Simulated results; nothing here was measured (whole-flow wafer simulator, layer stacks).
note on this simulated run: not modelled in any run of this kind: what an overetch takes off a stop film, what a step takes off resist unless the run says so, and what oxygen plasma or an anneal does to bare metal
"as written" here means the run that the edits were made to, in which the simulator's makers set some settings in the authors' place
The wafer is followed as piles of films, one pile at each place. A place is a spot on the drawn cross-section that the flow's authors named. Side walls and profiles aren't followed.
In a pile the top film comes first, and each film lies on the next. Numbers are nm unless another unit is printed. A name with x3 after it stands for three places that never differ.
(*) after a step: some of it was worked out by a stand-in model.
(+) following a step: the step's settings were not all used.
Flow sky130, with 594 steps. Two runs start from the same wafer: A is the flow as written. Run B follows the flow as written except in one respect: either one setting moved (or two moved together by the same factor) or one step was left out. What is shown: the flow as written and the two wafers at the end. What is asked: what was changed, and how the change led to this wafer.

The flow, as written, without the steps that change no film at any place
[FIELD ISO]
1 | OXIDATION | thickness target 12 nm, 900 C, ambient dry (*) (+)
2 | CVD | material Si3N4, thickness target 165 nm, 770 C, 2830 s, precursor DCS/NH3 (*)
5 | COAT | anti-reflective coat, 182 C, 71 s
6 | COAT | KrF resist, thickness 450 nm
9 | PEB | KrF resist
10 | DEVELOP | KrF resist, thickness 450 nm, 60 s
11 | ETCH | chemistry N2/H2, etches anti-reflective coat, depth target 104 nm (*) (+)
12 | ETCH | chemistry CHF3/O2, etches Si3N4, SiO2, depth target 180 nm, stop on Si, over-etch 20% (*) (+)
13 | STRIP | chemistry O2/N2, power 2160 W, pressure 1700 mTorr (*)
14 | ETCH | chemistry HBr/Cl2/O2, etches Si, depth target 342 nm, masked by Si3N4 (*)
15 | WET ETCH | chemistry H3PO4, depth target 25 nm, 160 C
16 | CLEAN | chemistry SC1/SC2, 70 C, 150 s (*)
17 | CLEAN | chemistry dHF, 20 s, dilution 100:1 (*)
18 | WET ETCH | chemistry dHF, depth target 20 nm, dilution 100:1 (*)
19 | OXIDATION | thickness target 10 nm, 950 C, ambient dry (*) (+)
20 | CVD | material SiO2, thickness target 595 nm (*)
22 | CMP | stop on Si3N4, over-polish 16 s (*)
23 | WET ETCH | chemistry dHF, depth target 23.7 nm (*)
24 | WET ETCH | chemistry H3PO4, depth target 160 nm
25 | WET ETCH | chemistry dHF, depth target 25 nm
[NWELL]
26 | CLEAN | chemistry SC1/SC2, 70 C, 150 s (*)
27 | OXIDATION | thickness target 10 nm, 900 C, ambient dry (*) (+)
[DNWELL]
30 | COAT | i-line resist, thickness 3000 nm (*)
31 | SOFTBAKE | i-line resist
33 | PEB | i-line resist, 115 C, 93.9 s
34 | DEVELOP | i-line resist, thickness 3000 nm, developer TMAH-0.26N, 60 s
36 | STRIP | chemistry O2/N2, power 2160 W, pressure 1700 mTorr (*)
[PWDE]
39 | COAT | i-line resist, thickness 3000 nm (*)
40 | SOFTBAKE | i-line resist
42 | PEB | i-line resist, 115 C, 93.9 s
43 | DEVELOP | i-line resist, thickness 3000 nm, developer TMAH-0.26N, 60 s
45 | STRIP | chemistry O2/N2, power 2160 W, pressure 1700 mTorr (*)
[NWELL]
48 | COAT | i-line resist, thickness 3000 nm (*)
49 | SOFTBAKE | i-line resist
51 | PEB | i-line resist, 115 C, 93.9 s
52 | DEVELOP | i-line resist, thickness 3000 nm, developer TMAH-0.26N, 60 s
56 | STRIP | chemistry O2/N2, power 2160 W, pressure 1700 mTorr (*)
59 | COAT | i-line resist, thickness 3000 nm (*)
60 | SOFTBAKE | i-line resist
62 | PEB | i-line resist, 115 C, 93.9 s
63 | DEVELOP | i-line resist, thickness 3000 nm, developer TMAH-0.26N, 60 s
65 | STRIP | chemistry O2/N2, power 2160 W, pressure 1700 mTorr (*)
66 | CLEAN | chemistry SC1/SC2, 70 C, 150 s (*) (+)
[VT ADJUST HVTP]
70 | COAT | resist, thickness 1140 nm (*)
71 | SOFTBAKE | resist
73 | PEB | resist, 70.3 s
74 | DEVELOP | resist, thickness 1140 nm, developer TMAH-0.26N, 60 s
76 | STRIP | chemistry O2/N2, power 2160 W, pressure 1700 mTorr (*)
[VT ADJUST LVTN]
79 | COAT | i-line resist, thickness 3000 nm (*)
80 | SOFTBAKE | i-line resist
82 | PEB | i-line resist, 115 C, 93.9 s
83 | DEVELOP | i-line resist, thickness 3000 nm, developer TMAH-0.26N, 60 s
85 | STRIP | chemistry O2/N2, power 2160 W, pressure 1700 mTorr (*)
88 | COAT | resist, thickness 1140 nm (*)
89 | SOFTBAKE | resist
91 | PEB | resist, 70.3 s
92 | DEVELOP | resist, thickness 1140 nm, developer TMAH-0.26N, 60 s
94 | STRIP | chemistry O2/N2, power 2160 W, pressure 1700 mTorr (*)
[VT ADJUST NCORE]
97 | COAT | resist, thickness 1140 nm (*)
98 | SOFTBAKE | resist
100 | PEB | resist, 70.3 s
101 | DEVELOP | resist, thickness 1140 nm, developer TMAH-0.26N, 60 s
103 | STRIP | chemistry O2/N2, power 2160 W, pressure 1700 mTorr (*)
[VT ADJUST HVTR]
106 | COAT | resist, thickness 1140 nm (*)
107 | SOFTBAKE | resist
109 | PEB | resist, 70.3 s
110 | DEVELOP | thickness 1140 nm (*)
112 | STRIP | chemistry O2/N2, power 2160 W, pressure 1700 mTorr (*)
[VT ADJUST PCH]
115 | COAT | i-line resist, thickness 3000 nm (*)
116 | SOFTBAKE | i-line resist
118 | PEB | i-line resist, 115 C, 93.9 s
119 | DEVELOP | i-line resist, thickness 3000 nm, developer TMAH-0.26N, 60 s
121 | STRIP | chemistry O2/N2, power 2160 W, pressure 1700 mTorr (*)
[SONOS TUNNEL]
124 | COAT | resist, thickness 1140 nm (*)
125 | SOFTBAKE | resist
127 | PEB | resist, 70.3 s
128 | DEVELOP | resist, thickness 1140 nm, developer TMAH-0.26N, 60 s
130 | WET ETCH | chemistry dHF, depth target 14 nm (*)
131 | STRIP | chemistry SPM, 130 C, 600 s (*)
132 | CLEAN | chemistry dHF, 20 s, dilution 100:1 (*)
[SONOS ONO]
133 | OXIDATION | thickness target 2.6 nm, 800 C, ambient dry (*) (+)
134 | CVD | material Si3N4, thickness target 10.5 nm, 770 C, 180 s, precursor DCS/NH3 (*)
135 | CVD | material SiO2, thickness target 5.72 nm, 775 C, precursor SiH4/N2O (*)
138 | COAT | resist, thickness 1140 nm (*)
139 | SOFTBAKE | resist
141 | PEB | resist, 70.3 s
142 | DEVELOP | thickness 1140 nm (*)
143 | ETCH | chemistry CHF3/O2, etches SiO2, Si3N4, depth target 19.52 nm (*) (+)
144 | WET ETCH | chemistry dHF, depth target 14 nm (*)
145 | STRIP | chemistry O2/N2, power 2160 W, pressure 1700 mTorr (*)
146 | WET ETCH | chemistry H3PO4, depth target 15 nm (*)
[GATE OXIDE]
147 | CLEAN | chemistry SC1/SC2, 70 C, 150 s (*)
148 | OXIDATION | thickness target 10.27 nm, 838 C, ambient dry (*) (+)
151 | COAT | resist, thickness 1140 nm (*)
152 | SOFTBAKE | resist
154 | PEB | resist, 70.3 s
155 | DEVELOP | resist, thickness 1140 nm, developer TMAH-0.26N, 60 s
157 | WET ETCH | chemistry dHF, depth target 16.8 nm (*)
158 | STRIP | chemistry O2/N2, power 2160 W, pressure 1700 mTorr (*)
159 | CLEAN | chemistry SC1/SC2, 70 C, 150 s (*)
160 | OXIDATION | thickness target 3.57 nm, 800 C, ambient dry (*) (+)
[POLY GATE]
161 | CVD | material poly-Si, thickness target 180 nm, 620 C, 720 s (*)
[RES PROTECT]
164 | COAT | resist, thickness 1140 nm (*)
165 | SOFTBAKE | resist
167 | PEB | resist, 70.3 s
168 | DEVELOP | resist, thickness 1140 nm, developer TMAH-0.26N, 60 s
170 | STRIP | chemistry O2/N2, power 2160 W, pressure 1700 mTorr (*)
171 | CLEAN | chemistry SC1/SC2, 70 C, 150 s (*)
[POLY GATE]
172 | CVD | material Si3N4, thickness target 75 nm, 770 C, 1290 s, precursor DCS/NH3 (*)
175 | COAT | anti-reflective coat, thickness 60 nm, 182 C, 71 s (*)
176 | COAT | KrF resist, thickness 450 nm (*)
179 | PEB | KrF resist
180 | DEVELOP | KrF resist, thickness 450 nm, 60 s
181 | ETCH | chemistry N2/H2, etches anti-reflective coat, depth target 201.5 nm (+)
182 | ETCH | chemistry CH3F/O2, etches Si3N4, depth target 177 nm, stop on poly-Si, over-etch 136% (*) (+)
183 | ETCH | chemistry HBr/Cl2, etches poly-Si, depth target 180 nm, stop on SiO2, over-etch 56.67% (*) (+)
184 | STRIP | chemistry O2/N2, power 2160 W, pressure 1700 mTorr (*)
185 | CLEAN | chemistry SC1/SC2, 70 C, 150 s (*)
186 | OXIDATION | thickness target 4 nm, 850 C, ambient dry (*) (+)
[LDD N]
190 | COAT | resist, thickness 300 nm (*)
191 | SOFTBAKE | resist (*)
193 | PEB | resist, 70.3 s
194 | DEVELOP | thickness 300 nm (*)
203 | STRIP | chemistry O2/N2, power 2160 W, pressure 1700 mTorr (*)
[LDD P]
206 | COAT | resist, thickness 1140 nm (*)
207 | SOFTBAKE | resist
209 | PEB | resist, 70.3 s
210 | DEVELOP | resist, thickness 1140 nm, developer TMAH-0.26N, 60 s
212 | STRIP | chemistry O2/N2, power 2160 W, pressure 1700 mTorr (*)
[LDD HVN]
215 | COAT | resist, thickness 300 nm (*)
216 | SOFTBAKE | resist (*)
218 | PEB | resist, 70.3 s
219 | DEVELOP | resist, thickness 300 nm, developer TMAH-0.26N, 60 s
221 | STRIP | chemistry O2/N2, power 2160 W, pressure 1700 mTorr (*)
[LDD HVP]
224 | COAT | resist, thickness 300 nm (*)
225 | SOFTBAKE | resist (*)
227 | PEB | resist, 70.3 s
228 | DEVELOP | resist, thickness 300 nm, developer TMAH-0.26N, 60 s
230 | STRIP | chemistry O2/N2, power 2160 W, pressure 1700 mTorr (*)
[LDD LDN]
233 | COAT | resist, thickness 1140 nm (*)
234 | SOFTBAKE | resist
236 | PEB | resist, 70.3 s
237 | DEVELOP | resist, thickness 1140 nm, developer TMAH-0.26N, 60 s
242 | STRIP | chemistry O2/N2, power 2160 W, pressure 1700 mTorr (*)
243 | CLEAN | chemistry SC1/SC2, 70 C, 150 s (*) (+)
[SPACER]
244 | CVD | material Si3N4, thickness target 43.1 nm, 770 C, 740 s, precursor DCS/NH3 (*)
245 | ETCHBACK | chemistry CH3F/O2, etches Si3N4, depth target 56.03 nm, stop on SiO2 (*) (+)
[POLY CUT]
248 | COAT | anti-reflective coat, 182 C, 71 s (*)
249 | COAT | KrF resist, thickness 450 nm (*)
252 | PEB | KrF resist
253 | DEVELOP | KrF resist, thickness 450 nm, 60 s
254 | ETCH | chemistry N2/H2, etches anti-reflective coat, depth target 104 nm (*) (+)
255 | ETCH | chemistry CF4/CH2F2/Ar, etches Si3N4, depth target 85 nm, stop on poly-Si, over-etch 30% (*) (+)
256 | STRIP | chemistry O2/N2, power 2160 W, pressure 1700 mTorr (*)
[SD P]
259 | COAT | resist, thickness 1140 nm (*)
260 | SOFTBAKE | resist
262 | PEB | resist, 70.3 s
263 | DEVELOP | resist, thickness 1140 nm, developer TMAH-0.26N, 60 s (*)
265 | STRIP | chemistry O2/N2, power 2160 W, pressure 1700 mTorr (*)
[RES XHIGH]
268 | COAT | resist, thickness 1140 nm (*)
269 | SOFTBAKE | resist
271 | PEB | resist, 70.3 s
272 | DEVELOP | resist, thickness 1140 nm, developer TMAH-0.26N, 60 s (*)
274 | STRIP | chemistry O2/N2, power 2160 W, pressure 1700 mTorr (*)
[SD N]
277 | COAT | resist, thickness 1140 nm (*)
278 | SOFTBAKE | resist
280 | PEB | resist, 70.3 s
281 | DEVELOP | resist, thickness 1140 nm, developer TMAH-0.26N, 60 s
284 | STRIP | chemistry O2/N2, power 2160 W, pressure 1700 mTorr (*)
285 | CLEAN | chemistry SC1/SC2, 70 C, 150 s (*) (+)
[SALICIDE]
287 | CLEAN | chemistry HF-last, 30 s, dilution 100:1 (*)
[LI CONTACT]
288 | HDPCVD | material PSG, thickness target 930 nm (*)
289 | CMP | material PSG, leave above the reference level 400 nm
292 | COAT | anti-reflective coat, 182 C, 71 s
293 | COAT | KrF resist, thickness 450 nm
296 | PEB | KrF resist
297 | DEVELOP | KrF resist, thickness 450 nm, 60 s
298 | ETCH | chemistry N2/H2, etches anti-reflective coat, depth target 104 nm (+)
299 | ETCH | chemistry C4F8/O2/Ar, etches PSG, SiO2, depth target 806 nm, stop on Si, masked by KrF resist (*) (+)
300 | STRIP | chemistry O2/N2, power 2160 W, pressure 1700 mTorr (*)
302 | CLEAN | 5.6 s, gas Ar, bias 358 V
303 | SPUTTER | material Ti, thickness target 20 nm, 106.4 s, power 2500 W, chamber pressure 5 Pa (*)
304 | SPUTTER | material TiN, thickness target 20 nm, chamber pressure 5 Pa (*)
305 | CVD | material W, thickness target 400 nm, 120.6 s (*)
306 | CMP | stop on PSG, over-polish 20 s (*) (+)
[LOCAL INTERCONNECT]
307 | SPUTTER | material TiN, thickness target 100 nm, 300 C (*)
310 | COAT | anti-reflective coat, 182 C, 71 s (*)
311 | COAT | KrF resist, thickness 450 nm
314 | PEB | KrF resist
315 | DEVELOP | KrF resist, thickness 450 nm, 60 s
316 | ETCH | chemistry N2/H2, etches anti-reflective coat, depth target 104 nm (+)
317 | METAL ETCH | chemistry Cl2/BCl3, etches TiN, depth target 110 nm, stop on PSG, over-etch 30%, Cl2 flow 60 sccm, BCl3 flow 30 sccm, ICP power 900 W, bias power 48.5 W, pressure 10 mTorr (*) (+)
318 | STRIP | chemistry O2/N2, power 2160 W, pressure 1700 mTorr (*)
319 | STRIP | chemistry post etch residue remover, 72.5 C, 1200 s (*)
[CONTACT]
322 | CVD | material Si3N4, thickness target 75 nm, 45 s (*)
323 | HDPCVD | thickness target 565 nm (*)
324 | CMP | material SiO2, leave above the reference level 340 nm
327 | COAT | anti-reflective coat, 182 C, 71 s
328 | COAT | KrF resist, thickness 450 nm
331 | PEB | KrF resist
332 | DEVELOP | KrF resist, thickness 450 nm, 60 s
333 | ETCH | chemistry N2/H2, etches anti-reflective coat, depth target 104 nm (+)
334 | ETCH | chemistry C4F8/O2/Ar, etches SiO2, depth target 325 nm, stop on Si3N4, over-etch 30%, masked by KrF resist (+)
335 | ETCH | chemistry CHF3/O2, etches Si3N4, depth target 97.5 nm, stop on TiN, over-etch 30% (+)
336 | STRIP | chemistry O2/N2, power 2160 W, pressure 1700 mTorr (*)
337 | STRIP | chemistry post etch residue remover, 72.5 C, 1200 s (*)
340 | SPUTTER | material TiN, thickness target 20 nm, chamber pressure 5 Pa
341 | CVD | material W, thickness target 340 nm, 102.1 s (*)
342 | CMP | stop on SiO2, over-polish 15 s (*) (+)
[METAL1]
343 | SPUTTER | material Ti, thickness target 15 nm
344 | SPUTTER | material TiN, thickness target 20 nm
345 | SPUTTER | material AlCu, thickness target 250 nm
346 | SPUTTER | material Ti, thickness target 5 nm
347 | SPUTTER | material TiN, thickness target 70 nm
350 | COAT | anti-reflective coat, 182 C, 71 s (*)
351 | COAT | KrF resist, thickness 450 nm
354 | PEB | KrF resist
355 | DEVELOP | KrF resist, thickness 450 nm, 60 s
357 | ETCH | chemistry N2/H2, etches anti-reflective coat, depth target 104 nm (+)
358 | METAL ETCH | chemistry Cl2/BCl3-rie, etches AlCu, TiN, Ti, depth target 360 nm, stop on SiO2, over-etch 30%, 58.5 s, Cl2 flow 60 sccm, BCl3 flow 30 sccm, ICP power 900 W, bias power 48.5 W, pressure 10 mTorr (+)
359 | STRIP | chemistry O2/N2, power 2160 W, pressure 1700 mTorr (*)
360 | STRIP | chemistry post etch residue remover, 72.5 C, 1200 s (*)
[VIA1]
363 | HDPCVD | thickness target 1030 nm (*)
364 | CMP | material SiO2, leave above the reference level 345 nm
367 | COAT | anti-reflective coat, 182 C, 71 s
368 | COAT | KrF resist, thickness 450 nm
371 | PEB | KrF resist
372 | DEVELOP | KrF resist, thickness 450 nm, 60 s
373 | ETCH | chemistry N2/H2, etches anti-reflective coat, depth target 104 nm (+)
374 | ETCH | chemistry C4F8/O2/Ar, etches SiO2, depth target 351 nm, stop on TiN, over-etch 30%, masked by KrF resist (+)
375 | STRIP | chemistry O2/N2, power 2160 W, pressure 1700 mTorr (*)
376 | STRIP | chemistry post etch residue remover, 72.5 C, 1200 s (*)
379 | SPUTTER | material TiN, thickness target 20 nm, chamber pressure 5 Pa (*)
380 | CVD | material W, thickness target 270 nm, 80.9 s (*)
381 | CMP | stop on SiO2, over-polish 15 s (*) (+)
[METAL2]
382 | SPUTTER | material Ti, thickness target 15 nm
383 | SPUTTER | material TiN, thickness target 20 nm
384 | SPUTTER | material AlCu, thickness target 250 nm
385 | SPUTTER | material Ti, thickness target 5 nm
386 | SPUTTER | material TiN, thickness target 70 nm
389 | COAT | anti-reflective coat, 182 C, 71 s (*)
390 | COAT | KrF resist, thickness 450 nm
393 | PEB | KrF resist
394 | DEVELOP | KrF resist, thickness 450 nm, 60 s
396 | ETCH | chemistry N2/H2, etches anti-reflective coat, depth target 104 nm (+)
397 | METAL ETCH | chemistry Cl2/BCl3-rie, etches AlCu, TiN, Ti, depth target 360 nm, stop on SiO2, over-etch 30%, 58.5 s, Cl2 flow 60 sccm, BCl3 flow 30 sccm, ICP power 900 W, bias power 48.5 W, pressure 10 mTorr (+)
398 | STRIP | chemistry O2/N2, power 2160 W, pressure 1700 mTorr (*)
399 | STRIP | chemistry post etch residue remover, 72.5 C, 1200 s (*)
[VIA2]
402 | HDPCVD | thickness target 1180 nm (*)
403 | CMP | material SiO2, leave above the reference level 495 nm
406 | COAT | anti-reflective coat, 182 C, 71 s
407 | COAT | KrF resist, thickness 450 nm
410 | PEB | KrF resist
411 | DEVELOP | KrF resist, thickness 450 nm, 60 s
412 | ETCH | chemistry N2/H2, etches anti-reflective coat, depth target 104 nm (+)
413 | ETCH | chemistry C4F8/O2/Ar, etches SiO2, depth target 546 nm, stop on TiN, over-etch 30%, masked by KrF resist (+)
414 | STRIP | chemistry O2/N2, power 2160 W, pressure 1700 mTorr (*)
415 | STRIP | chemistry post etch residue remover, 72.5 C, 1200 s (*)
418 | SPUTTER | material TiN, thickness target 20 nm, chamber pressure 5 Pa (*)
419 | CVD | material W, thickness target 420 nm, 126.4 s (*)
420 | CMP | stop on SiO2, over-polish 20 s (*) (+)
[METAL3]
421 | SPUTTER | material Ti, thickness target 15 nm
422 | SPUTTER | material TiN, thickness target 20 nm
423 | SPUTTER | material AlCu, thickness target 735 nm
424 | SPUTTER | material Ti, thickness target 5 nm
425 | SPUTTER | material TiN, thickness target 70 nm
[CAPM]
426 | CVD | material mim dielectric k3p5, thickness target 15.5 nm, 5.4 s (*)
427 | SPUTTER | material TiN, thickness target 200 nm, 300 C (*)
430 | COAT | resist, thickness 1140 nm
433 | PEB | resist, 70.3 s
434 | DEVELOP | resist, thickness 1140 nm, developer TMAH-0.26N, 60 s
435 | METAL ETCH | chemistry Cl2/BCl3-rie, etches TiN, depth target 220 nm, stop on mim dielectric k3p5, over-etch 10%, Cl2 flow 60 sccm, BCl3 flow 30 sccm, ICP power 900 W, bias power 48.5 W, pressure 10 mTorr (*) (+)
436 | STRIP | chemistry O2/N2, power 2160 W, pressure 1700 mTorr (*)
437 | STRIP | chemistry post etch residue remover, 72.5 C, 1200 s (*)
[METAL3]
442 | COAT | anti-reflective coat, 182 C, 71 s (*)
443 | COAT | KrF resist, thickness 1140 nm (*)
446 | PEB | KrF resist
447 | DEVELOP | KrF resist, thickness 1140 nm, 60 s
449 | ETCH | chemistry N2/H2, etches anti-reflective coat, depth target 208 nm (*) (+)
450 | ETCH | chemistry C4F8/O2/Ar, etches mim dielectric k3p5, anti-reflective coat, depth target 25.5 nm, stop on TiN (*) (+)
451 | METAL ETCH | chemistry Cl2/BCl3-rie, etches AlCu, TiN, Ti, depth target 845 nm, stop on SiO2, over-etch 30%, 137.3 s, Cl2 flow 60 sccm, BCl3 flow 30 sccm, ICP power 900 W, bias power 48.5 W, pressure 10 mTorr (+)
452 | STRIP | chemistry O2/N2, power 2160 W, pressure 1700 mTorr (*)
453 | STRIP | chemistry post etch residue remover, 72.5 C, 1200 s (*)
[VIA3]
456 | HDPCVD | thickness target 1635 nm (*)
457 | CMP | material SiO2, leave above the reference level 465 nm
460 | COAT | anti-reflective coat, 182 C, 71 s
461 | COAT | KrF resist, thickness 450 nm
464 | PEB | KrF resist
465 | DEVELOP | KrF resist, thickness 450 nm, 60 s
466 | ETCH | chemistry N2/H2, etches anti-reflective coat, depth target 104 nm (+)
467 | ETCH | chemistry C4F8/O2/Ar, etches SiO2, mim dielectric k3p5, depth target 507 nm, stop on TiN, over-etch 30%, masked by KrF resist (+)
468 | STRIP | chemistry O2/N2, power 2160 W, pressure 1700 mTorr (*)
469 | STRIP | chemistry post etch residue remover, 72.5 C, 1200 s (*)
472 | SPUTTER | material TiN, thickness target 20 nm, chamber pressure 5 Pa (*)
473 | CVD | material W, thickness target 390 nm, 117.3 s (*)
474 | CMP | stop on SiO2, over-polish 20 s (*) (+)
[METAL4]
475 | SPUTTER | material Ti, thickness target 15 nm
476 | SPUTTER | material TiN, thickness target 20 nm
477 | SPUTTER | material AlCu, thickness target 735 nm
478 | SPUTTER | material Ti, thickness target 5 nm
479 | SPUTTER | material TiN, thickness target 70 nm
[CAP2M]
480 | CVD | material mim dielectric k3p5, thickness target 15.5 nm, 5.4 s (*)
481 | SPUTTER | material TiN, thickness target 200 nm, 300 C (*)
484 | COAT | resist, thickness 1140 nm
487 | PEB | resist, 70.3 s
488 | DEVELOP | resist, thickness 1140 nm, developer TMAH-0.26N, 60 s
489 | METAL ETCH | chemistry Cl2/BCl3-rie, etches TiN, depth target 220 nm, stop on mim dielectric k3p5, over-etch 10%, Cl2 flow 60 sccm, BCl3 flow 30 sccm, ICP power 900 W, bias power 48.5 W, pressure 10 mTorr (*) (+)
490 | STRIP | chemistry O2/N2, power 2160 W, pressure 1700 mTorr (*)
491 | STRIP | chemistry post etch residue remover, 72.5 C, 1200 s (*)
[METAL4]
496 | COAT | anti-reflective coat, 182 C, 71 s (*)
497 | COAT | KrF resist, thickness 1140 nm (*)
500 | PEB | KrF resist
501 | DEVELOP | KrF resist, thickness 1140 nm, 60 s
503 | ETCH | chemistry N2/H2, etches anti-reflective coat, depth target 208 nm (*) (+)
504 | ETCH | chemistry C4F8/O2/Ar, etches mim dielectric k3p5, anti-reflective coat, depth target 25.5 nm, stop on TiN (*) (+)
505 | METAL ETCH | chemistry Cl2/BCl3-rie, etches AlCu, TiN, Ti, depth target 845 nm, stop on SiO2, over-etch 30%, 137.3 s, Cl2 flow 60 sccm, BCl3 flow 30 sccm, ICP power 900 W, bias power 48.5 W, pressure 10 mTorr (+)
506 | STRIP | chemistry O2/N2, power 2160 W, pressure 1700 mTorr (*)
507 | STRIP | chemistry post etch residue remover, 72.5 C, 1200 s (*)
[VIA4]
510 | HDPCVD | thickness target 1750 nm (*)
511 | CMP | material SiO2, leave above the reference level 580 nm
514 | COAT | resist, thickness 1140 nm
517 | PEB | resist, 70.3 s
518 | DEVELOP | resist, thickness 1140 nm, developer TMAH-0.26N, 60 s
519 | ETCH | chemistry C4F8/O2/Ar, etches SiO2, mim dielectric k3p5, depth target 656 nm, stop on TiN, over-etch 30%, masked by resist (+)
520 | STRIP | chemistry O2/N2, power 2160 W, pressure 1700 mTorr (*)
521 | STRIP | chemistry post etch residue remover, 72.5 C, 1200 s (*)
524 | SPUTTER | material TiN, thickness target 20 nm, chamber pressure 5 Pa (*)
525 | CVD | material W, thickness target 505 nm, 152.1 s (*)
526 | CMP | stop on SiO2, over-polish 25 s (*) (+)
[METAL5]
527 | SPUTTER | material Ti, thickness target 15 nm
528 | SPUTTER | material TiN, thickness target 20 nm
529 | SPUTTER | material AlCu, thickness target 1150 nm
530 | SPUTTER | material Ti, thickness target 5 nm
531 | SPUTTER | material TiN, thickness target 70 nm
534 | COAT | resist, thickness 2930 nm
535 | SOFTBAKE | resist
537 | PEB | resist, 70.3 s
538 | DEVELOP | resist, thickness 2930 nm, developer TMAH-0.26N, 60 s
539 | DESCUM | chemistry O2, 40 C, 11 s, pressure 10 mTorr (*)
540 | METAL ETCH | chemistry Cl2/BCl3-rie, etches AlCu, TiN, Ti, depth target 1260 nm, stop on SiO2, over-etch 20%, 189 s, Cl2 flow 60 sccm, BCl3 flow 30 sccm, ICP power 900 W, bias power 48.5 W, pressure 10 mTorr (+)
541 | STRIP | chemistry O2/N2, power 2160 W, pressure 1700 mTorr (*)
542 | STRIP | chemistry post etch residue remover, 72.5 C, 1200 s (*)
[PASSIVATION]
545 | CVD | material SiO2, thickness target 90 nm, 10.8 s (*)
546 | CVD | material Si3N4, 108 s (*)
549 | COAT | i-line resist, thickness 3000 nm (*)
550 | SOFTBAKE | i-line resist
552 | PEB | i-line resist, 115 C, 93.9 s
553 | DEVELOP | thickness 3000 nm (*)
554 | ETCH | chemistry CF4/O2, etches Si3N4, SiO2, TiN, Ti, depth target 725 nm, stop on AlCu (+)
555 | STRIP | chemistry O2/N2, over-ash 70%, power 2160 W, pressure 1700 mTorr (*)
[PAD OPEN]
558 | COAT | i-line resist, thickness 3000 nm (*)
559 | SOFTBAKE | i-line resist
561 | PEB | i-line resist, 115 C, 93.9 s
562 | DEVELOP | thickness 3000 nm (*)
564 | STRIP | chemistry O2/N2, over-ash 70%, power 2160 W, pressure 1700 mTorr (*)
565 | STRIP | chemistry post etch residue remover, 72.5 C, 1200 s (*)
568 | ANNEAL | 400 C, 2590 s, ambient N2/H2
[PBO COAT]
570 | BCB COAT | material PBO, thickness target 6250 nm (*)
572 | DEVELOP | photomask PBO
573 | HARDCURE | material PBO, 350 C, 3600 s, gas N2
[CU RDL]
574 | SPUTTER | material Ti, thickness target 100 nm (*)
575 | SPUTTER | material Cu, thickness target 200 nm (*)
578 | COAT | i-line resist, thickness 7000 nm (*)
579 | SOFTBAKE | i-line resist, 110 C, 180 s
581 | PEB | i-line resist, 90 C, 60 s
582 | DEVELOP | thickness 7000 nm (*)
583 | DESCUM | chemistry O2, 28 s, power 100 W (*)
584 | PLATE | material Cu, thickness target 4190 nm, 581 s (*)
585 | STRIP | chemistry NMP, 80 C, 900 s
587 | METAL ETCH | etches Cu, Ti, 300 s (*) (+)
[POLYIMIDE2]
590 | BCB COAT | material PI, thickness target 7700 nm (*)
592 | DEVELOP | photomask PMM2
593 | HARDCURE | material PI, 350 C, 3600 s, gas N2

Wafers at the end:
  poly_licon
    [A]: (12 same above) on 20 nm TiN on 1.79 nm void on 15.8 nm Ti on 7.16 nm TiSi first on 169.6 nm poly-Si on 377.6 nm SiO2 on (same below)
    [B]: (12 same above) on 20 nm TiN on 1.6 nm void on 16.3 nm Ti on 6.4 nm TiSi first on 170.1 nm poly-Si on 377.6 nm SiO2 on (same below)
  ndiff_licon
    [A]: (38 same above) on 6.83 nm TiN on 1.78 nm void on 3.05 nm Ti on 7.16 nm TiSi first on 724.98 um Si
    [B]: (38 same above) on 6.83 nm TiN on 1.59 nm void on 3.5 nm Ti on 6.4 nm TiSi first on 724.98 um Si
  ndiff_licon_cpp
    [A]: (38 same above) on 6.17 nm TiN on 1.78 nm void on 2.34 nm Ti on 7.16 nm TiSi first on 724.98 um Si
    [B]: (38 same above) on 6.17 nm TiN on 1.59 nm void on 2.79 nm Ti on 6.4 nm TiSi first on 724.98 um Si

Cause: step 568, ANNEAL: 1813 s was run, whereas the flow has 2590 s.

Step by step, how the change led to this:
  568 | ANNEAL | 400 C, 2590 s, ambient N2/H2
      poly_licon, rpo_hd_licon: A under 11 films: void gains 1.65 (new film), Ti loses 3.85, TiSi first gains 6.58 (new film), poly-Si loses 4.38 | B under 11 films: void gains 1.44 (new film), Ti loses 3.36, TiSi first gains 5.74 (new film), poly-Si loses 3.82
      ndiff_licon, ndiff_licon_cpp: A under 37 films: void gains 1.63 (new film), Ti loses 3.85, TiSi first gains 6.58 (new film), Si loses 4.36 | B under 37 films: void gains 1.42 (new film), Ti loses 3.36, TiSi first gains 5.74 (new film), Si loses 3.81
